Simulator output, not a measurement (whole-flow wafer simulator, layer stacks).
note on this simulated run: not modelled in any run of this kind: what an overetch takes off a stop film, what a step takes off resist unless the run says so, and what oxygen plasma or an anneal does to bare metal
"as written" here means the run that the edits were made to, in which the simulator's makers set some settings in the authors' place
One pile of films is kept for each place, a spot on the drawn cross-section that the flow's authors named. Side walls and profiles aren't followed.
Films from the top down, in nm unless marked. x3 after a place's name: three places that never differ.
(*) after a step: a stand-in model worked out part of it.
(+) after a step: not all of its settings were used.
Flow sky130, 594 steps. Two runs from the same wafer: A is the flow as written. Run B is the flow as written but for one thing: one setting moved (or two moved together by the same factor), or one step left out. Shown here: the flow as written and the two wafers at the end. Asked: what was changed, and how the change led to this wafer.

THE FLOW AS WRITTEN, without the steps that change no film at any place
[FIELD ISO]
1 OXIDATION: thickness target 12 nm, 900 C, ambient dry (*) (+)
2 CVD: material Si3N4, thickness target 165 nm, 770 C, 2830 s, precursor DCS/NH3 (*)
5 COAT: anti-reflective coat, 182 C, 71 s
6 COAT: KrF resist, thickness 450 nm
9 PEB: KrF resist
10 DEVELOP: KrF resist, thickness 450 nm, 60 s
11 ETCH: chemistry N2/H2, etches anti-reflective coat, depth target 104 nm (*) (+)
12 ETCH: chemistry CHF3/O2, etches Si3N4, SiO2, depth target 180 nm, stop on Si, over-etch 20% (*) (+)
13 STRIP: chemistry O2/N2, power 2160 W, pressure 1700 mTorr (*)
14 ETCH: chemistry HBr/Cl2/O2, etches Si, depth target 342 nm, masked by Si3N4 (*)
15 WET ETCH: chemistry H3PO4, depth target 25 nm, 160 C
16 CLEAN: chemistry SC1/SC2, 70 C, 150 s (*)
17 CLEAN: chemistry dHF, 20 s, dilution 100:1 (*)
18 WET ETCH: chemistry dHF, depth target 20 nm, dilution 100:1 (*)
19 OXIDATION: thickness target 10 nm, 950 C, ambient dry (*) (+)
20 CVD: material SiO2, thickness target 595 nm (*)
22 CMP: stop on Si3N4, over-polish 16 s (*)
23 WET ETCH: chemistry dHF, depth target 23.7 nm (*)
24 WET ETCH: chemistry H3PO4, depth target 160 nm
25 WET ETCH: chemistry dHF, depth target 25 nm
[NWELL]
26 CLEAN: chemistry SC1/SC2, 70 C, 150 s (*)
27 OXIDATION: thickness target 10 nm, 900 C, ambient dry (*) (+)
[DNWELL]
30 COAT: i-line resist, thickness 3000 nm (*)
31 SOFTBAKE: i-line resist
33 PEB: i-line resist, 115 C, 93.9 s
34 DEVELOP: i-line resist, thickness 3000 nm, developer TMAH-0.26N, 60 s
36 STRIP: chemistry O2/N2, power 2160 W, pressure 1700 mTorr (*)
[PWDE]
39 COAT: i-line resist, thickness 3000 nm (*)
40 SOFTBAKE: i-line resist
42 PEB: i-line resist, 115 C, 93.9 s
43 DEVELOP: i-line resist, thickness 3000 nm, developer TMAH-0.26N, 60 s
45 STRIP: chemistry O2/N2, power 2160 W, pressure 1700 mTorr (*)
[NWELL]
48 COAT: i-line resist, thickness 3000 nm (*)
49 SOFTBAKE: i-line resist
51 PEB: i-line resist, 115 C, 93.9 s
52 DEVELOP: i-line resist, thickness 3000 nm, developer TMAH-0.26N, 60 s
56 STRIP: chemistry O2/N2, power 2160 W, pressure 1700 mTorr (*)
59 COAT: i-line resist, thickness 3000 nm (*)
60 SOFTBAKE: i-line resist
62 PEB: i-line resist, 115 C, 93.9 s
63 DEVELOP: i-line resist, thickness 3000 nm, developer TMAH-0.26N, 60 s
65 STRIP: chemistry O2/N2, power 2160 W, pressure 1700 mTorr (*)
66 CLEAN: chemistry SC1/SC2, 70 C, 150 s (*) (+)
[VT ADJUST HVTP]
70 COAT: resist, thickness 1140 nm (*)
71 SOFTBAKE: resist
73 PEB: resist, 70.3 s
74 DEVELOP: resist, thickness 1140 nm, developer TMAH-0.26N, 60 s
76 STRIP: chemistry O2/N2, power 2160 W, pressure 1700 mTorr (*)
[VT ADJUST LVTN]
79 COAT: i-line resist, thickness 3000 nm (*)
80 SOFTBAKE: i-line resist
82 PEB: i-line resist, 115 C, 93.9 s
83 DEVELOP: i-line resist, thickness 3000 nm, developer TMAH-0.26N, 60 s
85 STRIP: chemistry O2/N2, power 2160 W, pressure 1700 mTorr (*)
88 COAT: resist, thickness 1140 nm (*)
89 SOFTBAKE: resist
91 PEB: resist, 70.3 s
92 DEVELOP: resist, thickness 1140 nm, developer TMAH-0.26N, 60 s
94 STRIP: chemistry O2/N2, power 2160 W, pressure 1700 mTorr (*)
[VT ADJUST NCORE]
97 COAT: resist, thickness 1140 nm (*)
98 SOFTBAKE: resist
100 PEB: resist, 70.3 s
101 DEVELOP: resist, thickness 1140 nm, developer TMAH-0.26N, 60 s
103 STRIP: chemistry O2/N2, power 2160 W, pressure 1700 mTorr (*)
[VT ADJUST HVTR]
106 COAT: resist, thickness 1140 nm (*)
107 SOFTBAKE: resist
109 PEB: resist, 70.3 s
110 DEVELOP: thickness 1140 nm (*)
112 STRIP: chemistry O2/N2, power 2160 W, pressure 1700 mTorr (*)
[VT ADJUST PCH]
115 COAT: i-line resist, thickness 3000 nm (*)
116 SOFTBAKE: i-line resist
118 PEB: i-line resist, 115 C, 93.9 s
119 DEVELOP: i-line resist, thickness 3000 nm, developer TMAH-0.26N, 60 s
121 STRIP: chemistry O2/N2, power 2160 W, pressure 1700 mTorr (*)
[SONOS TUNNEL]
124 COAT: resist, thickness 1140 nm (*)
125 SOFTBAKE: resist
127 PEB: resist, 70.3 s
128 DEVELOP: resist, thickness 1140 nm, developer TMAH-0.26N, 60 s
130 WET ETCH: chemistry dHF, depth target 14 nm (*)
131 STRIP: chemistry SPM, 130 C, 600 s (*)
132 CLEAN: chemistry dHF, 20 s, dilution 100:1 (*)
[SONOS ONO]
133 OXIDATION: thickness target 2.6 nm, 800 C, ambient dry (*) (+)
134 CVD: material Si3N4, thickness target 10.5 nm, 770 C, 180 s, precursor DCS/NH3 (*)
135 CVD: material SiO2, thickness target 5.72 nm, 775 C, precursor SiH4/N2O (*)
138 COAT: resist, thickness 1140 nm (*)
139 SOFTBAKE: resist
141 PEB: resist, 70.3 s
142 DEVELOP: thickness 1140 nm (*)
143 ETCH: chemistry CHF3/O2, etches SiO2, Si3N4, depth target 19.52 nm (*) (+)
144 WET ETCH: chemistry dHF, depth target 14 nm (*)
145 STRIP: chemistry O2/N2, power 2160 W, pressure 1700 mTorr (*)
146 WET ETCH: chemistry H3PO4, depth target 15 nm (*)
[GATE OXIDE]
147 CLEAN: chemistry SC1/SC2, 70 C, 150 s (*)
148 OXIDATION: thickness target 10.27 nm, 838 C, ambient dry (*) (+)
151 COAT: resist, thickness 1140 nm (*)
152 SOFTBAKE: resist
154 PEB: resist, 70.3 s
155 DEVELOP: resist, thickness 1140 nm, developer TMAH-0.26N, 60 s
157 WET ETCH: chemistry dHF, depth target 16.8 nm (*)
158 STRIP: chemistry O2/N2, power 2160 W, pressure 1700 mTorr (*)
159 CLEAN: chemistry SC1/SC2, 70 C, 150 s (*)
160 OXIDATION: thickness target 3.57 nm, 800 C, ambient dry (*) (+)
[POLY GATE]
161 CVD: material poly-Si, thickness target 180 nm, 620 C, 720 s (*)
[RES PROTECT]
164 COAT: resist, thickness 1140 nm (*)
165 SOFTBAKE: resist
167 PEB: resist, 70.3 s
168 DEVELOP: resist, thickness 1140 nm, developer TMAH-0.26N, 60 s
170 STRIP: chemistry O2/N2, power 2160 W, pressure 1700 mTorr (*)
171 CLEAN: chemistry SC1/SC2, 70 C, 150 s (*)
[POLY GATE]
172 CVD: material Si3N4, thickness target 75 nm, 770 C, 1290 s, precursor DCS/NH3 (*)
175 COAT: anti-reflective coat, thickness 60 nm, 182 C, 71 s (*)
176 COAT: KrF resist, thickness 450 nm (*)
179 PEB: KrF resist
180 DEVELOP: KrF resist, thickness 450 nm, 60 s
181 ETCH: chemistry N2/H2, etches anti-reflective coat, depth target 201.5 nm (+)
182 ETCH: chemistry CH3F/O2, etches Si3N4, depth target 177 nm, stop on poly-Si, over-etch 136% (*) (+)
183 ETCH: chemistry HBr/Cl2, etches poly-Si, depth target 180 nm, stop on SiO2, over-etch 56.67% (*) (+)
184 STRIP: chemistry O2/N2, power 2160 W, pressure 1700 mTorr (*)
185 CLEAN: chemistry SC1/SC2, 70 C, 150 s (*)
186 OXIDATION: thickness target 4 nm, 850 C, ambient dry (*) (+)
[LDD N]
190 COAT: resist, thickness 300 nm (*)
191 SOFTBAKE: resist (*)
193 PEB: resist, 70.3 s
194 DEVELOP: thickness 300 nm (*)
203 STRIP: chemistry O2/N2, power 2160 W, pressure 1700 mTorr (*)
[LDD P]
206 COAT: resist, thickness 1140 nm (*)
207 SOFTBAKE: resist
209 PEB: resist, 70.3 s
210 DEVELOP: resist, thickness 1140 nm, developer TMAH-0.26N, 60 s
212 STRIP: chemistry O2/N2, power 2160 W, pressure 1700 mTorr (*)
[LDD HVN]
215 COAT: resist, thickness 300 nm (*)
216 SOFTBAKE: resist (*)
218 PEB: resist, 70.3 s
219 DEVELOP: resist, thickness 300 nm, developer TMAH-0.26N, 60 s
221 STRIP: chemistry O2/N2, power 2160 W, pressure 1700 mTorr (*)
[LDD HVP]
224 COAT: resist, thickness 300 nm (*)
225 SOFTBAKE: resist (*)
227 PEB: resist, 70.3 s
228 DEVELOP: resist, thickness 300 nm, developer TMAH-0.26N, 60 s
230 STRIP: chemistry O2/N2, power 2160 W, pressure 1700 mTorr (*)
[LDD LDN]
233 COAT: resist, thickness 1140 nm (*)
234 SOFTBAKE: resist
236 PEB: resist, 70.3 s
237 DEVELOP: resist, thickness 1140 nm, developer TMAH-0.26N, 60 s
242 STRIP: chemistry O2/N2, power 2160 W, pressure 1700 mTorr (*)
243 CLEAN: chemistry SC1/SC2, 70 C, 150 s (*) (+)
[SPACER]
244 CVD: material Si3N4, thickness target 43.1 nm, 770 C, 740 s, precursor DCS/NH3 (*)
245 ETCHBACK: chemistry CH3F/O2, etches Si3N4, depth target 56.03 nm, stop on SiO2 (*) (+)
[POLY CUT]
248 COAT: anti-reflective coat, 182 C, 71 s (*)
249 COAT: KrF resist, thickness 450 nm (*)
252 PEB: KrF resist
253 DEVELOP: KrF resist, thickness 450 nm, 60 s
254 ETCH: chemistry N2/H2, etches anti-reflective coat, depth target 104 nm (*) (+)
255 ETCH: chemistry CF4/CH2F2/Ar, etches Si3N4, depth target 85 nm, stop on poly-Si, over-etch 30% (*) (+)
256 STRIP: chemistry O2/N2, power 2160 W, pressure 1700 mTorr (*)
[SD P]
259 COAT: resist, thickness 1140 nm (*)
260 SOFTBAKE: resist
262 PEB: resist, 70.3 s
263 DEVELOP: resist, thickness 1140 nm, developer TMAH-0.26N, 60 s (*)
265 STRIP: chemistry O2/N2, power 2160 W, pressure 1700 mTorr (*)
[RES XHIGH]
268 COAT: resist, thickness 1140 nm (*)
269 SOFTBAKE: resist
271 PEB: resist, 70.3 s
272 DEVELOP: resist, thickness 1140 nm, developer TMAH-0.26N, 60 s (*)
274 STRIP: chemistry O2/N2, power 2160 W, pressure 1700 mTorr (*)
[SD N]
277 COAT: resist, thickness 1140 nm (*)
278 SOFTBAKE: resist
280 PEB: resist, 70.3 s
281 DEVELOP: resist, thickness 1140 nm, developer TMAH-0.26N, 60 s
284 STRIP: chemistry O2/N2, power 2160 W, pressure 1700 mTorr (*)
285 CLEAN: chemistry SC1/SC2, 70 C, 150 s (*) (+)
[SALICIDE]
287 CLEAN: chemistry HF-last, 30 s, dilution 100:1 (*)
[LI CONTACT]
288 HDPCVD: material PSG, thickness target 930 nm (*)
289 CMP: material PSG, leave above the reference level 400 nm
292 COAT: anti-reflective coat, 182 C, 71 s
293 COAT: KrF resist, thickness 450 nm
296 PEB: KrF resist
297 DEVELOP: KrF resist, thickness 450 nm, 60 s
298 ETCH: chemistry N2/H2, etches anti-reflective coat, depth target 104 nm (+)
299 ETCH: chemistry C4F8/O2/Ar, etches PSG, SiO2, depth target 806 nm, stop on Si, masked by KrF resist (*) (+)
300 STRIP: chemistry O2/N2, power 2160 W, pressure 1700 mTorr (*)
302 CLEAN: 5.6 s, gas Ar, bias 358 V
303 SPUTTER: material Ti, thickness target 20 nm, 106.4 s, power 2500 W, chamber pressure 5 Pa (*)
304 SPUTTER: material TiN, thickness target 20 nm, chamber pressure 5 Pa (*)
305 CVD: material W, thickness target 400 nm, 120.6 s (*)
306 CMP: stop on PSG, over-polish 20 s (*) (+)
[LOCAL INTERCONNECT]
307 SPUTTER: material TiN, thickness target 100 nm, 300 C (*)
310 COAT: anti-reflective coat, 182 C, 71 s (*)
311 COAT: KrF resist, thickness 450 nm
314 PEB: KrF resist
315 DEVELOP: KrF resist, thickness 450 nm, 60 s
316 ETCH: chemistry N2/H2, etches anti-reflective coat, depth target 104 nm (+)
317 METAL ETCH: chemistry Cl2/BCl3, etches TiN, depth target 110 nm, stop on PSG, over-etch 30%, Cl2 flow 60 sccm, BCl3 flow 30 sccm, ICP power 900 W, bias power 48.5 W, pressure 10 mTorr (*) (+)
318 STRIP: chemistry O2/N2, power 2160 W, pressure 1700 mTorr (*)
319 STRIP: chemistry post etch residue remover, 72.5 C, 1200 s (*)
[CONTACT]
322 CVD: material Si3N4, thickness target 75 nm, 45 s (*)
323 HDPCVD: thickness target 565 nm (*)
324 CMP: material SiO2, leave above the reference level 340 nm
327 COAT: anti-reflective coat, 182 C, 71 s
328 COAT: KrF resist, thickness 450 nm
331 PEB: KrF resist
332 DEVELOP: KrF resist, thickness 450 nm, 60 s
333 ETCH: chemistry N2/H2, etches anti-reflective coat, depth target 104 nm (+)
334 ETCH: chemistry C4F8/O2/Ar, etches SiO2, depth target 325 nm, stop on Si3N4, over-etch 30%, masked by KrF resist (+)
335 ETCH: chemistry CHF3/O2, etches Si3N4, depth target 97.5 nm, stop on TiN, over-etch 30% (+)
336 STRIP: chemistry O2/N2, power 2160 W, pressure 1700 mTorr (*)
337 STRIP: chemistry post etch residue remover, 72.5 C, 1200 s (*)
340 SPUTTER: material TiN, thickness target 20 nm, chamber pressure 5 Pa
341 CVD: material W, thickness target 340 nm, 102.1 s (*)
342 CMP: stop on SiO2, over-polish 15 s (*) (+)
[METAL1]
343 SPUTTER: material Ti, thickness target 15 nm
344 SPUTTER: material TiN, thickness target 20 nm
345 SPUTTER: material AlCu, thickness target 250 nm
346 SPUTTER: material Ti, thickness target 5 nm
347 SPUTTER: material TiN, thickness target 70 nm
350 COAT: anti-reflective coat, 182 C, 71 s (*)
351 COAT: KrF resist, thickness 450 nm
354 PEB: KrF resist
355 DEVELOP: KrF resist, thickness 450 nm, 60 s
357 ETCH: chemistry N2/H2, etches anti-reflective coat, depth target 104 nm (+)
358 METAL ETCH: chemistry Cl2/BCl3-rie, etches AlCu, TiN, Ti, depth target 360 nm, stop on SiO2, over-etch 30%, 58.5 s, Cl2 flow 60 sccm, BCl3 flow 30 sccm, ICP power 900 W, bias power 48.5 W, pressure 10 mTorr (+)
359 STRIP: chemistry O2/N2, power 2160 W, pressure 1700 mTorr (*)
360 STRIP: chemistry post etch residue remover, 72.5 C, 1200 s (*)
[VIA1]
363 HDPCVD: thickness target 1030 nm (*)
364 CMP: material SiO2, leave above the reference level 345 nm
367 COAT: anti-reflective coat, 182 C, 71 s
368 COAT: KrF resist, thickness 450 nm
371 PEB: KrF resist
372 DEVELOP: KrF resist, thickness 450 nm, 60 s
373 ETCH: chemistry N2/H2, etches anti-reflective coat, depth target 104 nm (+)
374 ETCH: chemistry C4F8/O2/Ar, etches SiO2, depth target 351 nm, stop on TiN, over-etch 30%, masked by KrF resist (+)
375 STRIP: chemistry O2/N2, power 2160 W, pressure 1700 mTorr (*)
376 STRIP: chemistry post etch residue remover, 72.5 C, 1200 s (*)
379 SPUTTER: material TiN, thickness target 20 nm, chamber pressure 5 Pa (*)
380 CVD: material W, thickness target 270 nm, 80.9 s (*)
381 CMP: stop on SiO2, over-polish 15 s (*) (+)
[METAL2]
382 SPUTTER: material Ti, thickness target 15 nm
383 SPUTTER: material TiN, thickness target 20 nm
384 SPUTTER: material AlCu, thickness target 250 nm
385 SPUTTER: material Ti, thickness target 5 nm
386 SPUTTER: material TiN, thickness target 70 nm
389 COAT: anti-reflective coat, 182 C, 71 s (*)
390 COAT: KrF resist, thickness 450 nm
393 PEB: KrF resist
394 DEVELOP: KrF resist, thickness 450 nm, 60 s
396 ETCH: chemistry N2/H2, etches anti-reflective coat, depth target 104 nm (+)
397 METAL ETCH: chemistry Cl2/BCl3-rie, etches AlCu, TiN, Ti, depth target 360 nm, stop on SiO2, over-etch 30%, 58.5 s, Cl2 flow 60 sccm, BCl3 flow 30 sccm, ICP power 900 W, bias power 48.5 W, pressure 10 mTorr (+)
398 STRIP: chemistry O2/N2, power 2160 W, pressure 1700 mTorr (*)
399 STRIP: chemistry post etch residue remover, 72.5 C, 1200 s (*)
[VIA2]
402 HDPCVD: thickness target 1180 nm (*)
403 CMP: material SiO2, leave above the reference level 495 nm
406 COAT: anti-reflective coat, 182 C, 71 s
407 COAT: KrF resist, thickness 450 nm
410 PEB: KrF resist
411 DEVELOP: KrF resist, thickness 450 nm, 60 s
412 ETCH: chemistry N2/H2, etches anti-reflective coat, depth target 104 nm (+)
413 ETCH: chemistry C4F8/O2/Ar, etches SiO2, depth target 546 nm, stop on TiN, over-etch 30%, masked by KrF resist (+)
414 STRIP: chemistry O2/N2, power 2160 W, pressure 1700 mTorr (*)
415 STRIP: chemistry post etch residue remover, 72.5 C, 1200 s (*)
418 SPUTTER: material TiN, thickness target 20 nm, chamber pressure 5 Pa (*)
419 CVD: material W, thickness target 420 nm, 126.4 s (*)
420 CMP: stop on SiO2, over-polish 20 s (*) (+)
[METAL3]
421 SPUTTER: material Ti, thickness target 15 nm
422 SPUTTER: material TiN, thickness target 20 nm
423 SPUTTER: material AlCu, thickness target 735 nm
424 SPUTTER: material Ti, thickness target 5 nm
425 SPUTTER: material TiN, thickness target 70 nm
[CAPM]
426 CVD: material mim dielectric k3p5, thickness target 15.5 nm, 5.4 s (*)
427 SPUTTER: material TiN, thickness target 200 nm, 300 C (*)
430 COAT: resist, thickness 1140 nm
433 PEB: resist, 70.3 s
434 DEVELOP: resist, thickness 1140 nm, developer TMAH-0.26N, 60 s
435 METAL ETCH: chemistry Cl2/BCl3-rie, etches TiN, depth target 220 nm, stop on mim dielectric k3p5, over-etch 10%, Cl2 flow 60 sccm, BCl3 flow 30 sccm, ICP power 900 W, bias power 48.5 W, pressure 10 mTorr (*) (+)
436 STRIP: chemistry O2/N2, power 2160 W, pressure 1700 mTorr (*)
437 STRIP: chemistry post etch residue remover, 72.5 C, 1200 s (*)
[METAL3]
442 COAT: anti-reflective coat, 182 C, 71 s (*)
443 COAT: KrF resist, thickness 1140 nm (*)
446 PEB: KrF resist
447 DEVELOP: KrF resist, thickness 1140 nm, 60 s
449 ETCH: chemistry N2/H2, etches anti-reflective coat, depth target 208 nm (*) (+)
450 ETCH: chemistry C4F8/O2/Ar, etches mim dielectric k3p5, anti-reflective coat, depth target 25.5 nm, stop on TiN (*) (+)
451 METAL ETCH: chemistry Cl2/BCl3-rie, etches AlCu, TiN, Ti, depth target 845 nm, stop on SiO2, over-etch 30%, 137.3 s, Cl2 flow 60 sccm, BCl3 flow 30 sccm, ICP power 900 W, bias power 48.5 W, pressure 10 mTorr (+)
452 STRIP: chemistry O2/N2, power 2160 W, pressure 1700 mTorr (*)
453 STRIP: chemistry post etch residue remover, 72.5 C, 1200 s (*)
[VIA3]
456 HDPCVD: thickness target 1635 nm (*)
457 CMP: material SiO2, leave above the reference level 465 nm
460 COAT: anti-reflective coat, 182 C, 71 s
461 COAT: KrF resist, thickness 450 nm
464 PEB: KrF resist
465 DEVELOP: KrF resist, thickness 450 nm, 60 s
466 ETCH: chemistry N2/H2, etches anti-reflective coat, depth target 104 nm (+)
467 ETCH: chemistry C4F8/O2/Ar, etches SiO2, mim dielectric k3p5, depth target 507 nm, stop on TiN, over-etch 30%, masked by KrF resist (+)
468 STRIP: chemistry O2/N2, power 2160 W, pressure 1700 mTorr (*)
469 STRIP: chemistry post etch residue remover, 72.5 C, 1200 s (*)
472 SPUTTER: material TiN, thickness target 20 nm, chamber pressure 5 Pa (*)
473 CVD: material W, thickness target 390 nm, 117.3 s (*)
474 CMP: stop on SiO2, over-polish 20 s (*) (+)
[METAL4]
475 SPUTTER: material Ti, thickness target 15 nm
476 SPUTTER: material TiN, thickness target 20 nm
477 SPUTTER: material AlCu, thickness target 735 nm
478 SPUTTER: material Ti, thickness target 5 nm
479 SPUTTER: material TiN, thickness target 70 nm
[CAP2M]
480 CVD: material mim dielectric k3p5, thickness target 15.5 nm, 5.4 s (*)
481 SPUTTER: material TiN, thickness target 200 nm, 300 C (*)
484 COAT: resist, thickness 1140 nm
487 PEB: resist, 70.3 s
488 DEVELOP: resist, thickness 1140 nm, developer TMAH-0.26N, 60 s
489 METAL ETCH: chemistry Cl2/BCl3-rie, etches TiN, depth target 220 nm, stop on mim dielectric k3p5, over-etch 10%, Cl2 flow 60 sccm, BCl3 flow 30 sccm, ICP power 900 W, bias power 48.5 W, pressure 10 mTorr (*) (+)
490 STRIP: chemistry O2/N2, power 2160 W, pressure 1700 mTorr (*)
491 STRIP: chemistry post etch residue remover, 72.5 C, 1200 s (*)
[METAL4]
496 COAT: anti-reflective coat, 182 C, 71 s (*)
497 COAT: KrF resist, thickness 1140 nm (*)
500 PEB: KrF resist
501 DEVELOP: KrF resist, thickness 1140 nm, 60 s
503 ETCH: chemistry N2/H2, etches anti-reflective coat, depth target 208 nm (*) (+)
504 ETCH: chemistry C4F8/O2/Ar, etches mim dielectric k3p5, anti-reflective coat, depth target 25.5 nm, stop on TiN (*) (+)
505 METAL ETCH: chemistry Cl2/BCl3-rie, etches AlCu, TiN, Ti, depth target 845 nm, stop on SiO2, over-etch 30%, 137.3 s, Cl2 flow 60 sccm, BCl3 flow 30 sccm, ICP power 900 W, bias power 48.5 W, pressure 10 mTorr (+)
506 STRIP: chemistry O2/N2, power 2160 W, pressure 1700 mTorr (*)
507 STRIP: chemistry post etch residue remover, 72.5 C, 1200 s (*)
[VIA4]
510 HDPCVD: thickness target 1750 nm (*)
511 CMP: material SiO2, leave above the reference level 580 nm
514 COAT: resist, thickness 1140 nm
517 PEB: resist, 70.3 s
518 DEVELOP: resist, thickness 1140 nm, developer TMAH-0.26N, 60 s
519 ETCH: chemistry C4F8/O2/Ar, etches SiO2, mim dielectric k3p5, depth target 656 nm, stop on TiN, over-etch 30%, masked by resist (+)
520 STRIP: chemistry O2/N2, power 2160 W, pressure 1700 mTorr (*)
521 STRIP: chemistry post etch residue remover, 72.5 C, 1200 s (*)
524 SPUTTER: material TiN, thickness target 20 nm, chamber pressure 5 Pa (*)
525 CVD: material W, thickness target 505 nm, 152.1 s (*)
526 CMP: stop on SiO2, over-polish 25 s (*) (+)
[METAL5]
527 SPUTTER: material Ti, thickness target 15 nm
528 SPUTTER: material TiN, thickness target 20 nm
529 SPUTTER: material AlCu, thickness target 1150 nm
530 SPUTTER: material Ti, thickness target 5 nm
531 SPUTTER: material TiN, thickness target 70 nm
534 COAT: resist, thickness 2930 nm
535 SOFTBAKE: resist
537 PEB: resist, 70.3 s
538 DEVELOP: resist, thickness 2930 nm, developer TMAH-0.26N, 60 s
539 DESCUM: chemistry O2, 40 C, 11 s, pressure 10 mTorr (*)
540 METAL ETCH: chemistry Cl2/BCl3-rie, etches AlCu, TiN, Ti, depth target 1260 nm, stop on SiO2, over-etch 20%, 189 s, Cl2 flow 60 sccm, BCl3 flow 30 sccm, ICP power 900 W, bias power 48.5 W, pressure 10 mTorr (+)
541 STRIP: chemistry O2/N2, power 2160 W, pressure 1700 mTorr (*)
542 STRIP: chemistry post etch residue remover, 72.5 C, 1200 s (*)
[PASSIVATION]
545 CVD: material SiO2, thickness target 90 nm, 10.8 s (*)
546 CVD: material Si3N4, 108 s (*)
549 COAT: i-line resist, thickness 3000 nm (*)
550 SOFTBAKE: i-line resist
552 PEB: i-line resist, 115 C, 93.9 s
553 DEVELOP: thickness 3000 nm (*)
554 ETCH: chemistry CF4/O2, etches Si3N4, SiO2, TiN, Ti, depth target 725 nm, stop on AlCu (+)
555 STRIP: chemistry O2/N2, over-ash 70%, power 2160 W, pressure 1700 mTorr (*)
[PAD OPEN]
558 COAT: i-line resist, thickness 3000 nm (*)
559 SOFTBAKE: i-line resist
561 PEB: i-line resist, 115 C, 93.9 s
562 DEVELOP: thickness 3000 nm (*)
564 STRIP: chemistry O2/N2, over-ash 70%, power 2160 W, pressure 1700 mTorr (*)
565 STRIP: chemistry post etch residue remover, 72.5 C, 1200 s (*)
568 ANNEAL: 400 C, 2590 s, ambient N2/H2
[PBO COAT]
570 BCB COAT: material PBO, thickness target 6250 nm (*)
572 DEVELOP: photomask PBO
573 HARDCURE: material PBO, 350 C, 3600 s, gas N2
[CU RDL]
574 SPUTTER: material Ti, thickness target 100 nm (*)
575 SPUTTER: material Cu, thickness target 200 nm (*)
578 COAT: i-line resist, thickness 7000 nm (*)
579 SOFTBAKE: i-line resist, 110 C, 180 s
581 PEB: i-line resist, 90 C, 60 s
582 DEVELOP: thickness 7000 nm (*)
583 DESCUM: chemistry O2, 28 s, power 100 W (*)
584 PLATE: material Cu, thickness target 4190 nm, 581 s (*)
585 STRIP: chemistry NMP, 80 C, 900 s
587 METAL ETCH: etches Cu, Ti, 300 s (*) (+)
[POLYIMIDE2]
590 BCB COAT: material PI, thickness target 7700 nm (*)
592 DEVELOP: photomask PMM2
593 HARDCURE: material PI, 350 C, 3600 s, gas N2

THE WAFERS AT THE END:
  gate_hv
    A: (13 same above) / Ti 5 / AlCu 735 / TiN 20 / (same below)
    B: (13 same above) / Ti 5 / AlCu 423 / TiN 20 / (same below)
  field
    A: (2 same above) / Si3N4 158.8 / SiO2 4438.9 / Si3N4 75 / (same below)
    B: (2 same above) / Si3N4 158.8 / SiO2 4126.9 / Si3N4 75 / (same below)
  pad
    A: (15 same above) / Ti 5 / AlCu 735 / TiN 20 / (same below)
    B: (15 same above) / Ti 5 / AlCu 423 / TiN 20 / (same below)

The cause: step 423, SPUTTER: thickness target 423 nm was run, where the flow has thickness target 735 nm.
It can be read off the wafer: gate_hv has AlCu 423, and step 423 as written asks for 735 nm.

How the change led to this, step by step:
  423 SPUTTER: material AlCu, thickness target 735 nm
      field, active, n_well and 188 more: A AlCu +735 (new film) | B AlCu +423 (new film)
  451 METAL ETCH: chemistry Cl2/BCl3-rie, etches AlCu, TiN, Ti, depth target 845 nm, stop on SiO2, over-etch 30%, 137.3 s, Cl2 flow 60 sccm, BCl3 flow 30 sccm, ICP power 900 W, bias power 48.5 W, pressure 10 mTorr (+)
      field, gate, spacer and 61 more: A TiN -70 (all of it), Ti -5 (all of it), AlCu -735 (all of it), TiN -20 (all of it), Ti -15 (all of it), SiO2 -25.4 | B TiN -70 (all of it), Ti -5 (all of it), AlCu -423 (all of it), TiN -20 (all of it), Ti -15 (all of it), SiO2 -56.5
      active, vpp_l1ln, via_li1, sonos_guard_hv, iso_guard_nw, rxpo_ln, rpm_encl_urpm: A TiN -70 (all of it), Ti -5 (all of it), AlCu -735 (all of it), TiN -20 (all of it), Ti -15 (all of it), SiO2 -25.3 | B TiN -70 (all of it), Ti -5 (all of it), AlCu -423 (all of it), TiN -20 (all of it), Ti -15 (all of it), SiO2 -56.5
      (and at 14 more places)
  457 CMP: material SiO2, leave above the reference level 465 nm
      field, active, gate and 77 more: A SiO2 -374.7 | B SiO2 -655.5
      vpp_iso1, m1_ln, vpp_l1ln, via1_hole, m1_ln_cd: A SiO2 -374.7 | B SiO2 -655.4
